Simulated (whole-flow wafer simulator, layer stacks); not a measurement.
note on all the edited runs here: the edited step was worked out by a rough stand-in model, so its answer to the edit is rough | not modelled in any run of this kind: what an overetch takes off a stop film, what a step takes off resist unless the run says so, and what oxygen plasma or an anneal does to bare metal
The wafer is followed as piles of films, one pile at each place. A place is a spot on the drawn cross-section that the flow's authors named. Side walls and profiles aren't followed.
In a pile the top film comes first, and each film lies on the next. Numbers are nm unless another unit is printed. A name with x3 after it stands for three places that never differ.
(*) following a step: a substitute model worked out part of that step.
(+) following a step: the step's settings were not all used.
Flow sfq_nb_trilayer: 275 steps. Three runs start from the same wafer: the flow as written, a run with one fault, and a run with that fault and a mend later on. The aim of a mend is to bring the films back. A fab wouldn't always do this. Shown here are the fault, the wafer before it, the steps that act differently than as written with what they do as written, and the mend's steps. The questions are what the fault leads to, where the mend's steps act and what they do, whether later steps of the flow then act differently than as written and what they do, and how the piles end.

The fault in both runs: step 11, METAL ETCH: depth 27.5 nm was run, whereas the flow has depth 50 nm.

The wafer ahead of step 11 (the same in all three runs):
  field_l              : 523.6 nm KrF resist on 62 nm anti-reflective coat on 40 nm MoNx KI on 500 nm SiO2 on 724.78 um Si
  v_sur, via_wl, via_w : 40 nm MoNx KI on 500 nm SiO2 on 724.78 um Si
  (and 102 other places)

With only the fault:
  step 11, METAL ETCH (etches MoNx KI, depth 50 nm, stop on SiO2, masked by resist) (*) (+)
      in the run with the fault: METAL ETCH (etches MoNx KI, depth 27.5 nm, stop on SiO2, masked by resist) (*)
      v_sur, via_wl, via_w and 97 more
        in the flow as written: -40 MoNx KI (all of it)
        in the run with the fault: -27.5 MoNx KI
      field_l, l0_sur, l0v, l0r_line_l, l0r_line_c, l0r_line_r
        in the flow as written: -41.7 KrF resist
        in the run with the fault: -22.9 KrF resist
  Steps later in the flow that act otherwise than as written (8 other steps are not shown; they differ only slightly, by no more than 2% or 0.5 nm, whichever is larger):
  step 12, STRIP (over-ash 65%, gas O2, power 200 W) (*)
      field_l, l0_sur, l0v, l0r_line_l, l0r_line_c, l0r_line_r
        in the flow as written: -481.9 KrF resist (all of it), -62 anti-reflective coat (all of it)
        in the run with the fault: -500.6 KrF resist (all of it), -62 anti-reflective coat (all of it)
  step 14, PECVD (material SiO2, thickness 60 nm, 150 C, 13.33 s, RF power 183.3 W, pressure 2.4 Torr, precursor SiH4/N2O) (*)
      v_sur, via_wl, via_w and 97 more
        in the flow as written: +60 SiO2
        in the run with the fault: +60 SiO2 (new film)
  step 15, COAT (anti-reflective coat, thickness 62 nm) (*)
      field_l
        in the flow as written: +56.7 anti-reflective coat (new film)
        in the run with the fault: +58.2 anti-reflective coat (new film)
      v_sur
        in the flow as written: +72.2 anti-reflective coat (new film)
        in the run with the fault: +69.1 anti-reflective coat (new film)
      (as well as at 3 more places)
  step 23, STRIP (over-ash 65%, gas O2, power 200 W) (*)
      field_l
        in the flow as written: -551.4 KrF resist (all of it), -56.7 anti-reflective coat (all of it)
        in the run with the fault: -554.1 KrF resist (all of it), -58.2 anti-reflective coat (all of it)
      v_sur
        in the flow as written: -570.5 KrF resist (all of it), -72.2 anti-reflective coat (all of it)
        in the run with the fault: -566.9 KrF resist (all of it), -69.1 anti-reflective coat (all of it)
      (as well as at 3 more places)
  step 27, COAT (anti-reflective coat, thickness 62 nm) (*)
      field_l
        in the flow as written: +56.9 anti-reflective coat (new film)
        in the run with the fault: +58.3 anti-reflective coat (new film)
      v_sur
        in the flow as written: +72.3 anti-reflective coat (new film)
        in the run with the fault: +69 anti-reflective coat (new film)
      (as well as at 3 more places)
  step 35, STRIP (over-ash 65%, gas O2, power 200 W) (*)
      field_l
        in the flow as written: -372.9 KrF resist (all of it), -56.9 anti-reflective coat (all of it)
        in the run with the fault: -375.8 KrF resist (all of it), -58.3 anti-reflective coat (all of it)
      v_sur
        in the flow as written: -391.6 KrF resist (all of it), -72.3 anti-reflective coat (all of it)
        in the run with the fault: -388.7 KrF resist (all of it), -69 anti-reflective coat (all of it)
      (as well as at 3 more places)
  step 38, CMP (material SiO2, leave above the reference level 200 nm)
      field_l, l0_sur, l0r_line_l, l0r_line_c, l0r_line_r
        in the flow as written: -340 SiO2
        in the run with the fault: -327.5 SiO2
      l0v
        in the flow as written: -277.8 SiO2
        in the run with the fault: -265.3 SiO2
  The piles end different from the flow's at v_sur, via_wl, via_w and 97 more by more than 2% or 0.5 nm, whichever is larger.
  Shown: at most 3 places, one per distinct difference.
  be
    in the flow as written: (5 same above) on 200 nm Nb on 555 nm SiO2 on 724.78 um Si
    in the run with the fault: (5 same above) on 200 nm Nb on 55 nm SiO2 on 12.5 nm MoNx KI on 500 nm SiO2 on 724.78 um Si
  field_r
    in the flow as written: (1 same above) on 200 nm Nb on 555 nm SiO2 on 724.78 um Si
    in the run with the fault: (1 same above) on 200 nm Nb on 55 nm SiO2 on 12.5 nm MoNx KI on 500 nm SiO2 on 724.78 um Si
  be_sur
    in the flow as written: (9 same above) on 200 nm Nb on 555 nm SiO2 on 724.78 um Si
    in the run with the fault: (9 same above) on 200 nm Nb on 55 nm SiO2 on 12.5 nm MoNx KI on 500 nm SiO2 on 724.78 um Si

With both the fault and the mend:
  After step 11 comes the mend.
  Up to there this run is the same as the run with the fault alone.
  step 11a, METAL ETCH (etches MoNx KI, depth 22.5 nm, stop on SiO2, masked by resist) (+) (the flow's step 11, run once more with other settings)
      v_sur, via_wl, via_w and 97 more
        -12.5 MoNx KI (all of it)
      field_l, l0_sur, l0v, l0r_line_l, l0r_line_c, l0r_line_r
        -15.6 KrF resist
  None of the later steps of the flow differs from how it acts as written, at any place that is followed, by more than 2% or 0.5 nm, whichever is larger.
  At every place that both follow, the piles at the end match the flow's.
